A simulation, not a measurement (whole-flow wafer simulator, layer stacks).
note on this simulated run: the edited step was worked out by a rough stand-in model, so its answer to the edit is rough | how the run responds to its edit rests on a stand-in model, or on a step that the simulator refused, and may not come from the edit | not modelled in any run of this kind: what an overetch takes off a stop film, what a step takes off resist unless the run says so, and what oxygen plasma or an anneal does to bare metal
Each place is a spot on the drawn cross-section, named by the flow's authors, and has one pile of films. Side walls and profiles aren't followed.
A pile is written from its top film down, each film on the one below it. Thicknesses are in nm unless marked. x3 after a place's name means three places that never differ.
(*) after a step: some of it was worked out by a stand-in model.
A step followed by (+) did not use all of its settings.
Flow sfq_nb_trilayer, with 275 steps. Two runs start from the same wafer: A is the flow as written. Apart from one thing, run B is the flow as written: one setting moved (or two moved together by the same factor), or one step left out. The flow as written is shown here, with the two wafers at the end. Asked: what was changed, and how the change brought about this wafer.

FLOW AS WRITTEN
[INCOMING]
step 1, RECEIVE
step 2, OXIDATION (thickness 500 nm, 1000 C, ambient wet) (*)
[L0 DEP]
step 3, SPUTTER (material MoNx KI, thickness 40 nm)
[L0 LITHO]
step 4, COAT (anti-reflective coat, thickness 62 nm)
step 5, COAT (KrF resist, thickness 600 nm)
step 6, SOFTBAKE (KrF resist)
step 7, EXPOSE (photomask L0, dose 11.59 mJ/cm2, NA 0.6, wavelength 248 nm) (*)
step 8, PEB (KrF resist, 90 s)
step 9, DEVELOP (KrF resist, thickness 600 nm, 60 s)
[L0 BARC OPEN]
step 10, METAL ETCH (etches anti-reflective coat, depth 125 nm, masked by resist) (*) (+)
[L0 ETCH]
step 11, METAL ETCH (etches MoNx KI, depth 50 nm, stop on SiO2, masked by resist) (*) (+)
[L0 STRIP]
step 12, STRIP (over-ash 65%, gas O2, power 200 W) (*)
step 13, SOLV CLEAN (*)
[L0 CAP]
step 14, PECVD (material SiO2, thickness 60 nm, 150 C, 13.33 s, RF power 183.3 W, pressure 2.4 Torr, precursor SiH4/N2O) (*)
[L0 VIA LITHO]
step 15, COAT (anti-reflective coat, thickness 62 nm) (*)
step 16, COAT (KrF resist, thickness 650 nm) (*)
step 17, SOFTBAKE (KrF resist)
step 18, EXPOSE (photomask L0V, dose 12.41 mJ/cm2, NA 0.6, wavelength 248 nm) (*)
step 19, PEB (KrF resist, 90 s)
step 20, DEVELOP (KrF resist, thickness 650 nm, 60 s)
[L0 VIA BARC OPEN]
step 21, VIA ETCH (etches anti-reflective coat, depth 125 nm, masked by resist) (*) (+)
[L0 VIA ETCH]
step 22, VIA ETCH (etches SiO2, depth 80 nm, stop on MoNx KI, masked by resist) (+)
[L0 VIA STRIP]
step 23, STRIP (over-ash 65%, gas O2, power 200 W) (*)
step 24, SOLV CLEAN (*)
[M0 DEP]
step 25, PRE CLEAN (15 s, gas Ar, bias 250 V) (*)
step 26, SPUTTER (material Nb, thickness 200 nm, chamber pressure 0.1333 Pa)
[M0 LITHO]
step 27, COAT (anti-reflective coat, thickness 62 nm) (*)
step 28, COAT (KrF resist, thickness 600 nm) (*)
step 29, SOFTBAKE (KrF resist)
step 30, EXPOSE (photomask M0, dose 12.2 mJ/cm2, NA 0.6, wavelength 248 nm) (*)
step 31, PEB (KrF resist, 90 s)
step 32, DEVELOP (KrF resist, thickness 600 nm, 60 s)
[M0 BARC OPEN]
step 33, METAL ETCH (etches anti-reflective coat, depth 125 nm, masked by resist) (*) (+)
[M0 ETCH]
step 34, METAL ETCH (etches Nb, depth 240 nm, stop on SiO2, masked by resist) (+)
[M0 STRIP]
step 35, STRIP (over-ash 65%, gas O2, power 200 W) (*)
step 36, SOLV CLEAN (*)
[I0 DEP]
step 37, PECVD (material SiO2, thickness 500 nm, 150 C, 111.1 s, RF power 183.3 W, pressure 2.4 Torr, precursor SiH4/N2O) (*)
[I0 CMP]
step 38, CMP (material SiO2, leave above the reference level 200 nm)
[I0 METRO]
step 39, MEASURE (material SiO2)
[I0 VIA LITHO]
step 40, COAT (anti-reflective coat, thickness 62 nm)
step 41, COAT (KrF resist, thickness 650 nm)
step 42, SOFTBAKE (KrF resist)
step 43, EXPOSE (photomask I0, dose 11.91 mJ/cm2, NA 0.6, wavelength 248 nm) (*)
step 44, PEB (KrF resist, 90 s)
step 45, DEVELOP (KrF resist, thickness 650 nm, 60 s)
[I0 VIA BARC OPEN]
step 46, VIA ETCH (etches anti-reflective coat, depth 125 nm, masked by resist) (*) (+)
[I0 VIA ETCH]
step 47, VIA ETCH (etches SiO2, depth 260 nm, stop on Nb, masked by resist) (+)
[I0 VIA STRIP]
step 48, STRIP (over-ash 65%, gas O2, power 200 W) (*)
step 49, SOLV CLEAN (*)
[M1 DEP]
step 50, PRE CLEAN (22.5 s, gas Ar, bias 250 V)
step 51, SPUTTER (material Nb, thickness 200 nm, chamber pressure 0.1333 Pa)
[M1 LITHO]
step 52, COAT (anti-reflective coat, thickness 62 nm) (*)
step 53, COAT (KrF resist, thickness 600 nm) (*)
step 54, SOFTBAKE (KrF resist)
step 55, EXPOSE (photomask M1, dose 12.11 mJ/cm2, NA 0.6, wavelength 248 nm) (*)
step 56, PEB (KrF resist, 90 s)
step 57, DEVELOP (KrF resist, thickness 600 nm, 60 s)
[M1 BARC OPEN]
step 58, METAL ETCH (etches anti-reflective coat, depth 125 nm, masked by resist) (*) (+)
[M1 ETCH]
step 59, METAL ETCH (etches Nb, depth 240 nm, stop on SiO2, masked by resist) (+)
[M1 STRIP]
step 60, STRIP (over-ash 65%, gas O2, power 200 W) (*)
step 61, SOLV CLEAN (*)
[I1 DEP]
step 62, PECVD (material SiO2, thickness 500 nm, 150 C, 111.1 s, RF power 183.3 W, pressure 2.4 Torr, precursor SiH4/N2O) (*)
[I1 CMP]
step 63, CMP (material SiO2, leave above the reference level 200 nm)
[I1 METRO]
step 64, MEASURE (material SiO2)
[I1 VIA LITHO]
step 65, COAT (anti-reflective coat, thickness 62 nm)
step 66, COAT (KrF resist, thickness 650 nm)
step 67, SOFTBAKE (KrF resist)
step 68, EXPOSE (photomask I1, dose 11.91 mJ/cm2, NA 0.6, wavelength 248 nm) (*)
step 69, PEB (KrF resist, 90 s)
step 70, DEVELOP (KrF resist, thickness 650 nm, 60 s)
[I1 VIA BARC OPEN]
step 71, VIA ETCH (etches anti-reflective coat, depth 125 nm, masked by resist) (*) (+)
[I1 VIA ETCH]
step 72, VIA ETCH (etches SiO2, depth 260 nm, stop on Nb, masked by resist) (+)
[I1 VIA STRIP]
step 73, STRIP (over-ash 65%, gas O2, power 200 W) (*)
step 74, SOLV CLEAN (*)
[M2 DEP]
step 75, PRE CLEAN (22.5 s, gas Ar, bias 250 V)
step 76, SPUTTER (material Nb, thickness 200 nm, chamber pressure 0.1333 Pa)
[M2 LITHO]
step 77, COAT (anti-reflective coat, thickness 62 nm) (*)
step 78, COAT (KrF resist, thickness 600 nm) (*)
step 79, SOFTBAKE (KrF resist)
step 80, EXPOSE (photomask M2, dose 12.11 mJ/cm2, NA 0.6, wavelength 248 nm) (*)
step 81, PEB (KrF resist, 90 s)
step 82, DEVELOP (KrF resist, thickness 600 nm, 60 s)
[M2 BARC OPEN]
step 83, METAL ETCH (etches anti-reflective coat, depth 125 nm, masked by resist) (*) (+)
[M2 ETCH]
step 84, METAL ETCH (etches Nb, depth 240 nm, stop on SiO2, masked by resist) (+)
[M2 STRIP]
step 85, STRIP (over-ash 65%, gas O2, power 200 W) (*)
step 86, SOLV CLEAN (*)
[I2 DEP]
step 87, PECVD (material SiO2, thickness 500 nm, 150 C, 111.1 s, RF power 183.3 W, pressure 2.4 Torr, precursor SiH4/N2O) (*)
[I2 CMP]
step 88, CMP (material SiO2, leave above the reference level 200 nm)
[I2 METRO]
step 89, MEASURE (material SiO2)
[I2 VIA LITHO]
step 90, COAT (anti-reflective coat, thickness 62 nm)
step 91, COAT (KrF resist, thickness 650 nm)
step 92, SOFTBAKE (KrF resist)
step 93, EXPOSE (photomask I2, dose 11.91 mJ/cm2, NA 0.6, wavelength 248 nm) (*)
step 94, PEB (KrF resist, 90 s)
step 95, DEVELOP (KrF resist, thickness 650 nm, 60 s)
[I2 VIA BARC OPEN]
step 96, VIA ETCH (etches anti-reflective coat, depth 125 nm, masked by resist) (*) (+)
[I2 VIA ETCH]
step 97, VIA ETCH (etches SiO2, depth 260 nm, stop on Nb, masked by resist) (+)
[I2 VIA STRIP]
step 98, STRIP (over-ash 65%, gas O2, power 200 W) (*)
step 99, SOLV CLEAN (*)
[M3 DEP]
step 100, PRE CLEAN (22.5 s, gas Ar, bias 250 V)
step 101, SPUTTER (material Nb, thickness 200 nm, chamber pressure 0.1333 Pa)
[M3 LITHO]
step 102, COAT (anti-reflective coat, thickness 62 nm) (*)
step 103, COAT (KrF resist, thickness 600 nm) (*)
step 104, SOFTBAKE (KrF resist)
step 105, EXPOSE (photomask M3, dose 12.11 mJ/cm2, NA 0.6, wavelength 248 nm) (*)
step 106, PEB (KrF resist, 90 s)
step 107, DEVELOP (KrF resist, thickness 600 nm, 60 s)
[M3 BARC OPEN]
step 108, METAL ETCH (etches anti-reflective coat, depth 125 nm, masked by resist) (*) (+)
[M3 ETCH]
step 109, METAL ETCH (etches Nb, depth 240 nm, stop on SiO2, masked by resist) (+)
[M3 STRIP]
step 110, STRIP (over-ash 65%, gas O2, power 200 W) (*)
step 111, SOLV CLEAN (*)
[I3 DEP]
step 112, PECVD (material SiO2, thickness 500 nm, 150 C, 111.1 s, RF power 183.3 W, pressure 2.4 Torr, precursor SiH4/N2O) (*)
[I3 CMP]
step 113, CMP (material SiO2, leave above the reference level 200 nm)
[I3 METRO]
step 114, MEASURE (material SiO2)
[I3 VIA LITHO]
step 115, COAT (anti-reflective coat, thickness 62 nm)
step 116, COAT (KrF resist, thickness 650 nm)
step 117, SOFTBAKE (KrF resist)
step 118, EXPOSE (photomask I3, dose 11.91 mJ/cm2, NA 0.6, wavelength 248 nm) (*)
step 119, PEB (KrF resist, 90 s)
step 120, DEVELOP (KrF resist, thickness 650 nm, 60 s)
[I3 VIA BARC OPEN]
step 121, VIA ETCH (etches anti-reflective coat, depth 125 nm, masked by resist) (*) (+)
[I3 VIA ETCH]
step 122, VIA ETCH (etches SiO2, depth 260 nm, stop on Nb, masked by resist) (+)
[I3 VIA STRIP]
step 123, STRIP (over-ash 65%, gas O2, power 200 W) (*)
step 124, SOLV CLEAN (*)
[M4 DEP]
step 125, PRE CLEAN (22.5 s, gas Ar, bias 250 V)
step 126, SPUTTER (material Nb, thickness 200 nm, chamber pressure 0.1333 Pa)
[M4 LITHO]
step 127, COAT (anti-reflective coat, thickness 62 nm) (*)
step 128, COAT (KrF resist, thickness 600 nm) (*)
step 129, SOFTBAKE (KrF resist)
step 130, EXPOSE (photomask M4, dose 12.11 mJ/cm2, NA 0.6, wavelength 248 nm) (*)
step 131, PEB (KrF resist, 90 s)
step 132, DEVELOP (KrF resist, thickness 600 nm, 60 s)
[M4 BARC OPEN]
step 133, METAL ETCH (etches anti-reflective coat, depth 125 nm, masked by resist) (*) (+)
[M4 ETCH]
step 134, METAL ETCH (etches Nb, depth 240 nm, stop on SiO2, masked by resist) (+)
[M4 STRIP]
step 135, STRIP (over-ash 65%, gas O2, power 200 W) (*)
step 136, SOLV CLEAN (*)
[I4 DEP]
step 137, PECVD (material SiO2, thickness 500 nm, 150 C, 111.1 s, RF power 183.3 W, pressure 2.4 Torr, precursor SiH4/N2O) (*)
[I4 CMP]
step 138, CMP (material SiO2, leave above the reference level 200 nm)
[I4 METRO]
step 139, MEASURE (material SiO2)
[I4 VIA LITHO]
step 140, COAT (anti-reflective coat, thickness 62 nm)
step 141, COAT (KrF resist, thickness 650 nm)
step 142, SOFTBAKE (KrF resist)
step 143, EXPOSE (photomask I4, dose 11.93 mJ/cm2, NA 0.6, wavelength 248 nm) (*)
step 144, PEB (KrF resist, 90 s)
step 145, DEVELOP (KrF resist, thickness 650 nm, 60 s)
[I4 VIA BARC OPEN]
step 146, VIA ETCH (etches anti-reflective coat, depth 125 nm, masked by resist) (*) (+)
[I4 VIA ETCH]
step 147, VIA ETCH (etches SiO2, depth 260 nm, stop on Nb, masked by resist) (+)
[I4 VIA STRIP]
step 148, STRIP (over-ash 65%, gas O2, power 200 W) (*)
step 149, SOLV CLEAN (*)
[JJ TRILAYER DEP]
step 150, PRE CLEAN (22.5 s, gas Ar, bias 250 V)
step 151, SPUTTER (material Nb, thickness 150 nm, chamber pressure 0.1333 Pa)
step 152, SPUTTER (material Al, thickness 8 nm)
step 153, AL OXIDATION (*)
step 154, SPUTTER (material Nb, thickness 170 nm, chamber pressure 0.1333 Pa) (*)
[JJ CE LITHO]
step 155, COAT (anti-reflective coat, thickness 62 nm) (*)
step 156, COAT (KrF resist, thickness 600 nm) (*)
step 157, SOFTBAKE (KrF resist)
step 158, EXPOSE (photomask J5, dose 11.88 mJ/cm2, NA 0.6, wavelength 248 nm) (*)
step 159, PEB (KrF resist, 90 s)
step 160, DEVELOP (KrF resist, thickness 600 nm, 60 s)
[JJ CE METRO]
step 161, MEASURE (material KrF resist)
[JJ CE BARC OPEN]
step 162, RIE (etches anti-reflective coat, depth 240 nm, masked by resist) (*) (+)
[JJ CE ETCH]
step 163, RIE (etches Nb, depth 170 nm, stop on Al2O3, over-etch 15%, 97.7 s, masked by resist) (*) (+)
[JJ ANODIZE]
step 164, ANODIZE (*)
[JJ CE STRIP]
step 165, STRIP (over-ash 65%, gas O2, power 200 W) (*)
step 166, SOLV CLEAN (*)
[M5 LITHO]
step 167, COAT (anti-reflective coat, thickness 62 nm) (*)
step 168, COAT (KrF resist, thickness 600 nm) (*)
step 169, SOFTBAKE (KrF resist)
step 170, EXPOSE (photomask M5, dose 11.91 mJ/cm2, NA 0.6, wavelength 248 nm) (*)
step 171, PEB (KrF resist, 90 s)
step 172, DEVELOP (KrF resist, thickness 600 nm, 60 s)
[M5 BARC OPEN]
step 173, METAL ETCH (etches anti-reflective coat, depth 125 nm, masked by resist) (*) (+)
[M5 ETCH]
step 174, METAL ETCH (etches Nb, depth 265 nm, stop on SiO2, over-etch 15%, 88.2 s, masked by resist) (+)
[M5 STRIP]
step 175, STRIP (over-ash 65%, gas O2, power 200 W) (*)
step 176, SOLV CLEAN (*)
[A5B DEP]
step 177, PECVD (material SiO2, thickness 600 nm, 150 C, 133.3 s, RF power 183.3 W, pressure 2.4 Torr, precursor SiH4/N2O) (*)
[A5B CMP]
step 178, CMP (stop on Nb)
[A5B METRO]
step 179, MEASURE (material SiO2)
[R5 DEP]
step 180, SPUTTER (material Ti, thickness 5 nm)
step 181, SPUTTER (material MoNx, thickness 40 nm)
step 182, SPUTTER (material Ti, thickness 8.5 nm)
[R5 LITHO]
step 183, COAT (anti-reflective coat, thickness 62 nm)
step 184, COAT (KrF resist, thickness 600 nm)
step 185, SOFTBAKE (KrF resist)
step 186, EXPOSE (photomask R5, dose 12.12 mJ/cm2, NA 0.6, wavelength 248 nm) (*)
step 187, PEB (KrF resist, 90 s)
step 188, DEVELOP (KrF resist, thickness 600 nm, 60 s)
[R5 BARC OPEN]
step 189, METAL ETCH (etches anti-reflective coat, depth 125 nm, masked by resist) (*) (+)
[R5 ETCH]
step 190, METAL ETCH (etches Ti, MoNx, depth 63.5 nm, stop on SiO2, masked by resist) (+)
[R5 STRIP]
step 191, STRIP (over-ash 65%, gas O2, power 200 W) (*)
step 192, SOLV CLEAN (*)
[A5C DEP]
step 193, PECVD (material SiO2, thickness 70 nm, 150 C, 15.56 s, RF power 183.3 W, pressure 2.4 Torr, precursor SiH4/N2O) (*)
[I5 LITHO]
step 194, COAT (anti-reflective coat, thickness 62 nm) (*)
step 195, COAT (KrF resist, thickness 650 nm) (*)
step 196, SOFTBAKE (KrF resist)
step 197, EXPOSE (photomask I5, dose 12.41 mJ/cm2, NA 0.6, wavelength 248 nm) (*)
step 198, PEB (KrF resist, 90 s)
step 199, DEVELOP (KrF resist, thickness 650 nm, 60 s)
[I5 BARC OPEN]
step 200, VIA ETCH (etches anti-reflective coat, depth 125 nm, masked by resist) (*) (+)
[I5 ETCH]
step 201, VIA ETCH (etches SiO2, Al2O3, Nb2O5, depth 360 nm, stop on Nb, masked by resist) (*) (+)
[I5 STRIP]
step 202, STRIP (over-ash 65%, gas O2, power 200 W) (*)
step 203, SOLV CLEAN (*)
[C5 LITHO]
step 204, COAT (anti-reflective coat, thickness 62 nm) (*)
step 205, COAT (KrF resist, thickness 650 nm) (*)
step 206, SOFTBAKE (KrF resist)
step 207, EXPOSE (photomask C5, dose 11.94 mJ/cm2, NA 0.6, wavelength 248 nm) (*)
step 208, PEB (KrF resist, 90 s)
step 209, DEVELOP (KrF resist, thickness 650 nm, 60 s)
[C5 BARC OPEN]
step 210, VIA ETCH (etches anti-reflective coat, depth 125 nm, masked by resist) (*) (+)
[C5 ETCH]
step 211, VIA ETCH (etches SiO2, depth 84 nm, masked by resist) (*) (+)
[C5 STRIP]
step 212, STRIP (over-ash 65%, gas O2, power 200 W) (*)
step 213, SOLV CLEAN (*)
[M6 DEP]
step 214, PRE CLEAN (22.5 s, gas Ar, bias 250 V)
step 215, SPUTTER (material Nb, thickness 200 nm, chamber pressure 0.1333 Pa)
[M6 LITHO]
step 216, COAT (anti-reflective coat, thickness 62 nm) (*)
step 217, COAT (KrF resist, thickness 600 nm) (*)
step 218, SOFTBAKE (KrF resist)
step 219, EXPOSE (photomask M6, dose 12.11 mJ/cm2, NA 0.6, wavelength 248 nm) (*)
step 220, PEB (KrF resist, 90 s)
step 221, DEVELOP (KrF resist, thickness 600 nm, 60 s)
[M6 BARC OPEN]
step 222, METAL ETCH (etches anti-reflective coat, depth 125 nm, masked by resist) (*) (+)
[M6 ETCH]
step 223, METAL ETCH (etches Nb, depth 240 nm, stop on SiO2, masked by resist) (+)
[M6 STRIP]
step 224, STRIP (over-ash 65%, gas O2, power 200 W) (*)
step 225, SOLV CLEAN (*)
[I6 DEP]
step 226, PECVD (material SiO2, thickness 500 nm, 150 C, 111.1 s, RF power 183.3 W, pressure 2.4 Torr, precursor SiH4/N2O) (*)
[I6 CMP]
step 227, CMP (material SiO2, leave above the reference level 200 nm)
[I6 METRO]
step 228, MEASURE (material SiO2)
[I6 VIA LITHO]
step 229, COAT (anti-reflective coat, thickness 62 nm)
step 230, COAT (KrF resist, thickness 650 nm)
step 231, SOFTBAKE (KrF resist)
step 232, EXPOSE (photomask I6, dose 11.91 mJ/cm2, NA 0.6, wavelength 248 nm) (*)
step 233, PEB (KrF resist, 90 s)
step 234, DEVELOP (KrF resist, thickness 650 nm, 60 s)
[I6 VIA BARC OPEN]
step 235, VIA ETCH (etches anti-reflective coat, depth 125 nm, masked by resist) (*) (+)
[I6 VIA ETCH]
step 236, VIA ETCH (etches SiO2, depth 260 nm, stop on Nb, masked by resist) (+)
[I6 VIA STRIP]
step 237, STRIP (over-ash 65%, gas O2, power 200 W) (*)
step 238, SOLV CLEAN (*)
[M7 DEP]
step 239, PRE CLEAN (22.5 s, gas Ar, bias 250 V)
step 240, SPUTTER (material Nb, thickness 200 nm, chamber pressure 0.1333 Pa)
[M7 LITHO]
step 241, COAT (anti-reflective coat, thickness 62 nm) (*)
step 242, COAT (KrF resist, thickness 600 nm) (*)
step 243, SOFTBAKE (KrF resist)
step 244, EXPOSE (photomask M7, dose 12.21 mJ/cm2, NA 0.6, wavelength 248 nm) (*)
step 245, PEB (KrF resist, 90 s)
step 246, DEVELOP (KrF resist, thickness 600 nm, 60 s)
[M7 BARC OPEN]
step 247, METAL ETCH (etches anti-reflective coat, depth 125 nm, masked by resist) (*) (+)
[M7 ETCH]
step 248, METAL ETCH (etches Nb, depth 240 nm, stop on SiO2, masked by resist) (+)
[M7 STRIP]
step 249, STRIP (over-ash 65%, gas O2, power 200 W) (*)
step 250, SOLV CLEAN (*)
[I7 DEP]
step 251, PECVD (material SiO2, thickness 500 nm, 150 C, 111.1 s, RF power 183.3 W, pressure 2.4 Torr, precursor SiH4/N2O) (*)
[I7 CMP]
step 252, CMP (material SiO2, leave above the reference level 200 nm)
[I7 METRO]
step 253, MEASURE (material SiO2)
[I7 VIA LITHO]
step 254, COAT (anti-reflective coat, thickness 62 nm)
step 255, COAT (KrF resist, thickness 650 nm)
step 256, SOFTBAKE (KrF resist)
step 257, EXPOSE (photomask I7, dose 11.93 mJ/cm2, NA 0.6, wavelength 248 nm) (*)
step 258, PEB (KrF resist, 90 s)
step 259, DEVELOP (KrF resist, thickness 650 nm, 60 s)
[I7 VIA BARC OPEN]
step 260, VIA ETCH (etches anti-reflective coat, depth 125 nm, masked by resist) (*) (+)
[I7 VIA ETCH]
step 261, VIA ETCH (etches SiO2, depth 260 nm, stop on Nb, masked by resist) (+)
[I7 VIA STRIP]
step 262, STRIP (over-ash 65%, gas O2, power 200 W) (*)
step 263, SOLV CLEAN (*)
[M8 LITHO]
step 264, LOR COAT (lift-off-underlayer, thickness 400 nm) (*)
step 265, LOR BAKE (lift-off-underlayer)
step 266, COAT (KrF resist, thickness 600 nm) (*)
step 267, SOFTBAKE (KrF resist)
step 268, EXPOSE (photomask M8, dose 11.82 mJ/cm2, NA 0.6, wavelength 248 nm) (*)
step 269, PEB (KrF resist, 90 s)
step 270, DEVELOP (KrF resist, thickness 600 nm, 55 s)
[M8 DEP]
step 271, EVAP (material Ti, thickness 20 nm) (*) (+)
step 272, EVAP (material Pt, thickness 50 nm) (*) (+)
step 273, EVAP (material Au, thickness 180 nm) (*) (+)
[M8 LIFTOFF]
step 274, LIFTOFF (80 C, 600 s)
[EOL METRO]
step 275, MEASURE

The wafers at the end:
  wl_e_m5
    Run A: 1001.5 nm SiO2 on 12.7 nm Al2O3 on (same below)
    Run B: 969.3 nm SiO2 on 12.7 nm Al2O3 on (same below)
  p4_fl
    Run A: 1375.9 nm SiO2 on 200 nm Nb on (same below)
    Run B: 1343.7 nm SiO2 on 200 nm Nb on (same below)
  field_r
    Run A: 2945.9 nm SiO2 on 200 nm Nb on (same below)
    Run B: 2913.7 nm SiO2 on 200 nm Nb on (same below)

The reason: step 193, PECVD: thickness 37.8 nm was run, while the flow as written has thickness 70 nm; step 193, PECVD: 8.4 s was run, where the flow has 15.56 s.

Step by step, how the change led to this:
  step 193, PECVD (material SiO2, thickness 70 nm, 150 C, 15.56 s, RF power 183.3 W, pressure 2.4 Torr, precursor SiH4/N2O) (*)
      field_l, v_sur, via_wl and 92 more: A +70 SiO2 | B +37.8 SiO2
      ce_l, c5j, ce_r and 8 more: A +70 SiO2 (new film) | B +37.8 SiO2 (new film)
  step 201, VIA ETCH (etches SiO2, Al2O3, Nb2O5, depth 360 nm, stop on Nb, masked by resist) (*) (+)
      be: A -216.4 SiO2 (all of it), -12.7 Al2O3 (all of it), -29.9 Nb2O5 (all of it) | B -184.2 SiO2 (all of it), -12.7 Al2O3 (all of it), -29.9 Nb2O5 (all of it)
  step 204, COAT (anti-reflective coat, thickness 62 nm) (*)
      wire: A +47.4 anti-reflective coat (new film) | B +48.7 anti-reflective coat (new film)
      be: A +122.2 anti-reflective coat (new film) | B +117.4 anti-reflective coat (new film)
      (and at 1 other place as well)
  step 205, COAT (KrF resist, thickness 650 nm) (*)
      be: A +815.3 KrF resist (new film) | B +792.3 KrF resist (new film)
  step 211, VIA ETCH (etches SiO2, depth 84 nm, masked by resist) (*) (+)
      field_l, v_sur, via_wl and 101 more: A -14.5 KrF resist | B -9.74 KrF resist
      c5j: A -69.9 SiO2 (all of it), -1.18 Nb | B -37.7 SiO2 (all of it), -1.57 Nb
      (and at 1 other place as well)
  step 212, STRIP (over-ash 65%, gas O2, power 200 W) (*)
      wire: A -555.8 KrF resist (all of it), -47.4 anti-reflective coat (all of it) | B -562.1 KrF resist (all of it), -48.7 anti-reflective coat (all of it)
      be: A -728.2 KrF resist (all of it), -122.2 anti-reflective coat (all of it) | B -709.9 KrF resist (all of it), -117.4 anti-reflective coat (all of it)
      (and at 1 other place as well)
  step 215, SPUTTER (material Nb, thickness 200 nm, chamber pressure 0.1333 Pa)
      be: A +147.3 Nb | B +154.7 Nb
      c5j: A +188.4 Nb | B +196.6 Nb
      (and at 1 other place as well)
  step 216, COAT (anti-reflective coat, thickness 62 nm) (*)
      be: A +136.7 anti-reflective coat (new film) | B +130.7 anti-reflective coat (new film)
      be_sur: A +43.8 anti-reflective coat (new film) | B +44.7 anti-reflective coat (new film)
      (and at 8 other places as well)
  step 217, COAT (KrF resist, thickness 600 nm) (*)
      be: A +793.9 KrF resist (new film) | B +766.3 KrF resist (new film)
      c5j: A +636 KrF resist (new film) | B +622.7 KrF resist (new film)
      (and at 1 other place as well)
  step 224, STRIP (over-ash 65%, gas O2, power 200 W) (*)
      be: A -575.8 KrF resist (all of it), -136.7 anti-reflective coat (all of it) | B -548.3 KrF resist (all of it), -130.7 anti-reflective coat (all of it)
      be_sur: A -371.2 KrF resist (all of it), -43.8 anti-reflective coat (all of it) | B -374.7 KrF resist (all of it), -44.7 anti-reflective coat (all of it)
      (and at 8 other places as well)
  step 226, PECVD (material SiO2, thickness 500 nm, 150 C, 111.1 s, RF power 183.3 W, pressure 2.4 Torr, precursor SiH4/N2O) (*)
      be: A +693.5 SiO2 (new film) | B +653.9 SiO2 (new film)
      c5j: A +514.7 SiO2 (new film) | B +500 SiO2 (new film)
  step 227, CMP (material SiO2, leave above the reference level 200 nm)
      c5j: A -223 SiO2 | B -248.2 SiO2
      res: A -279.4 SiO2 | B -318.7 SiO2
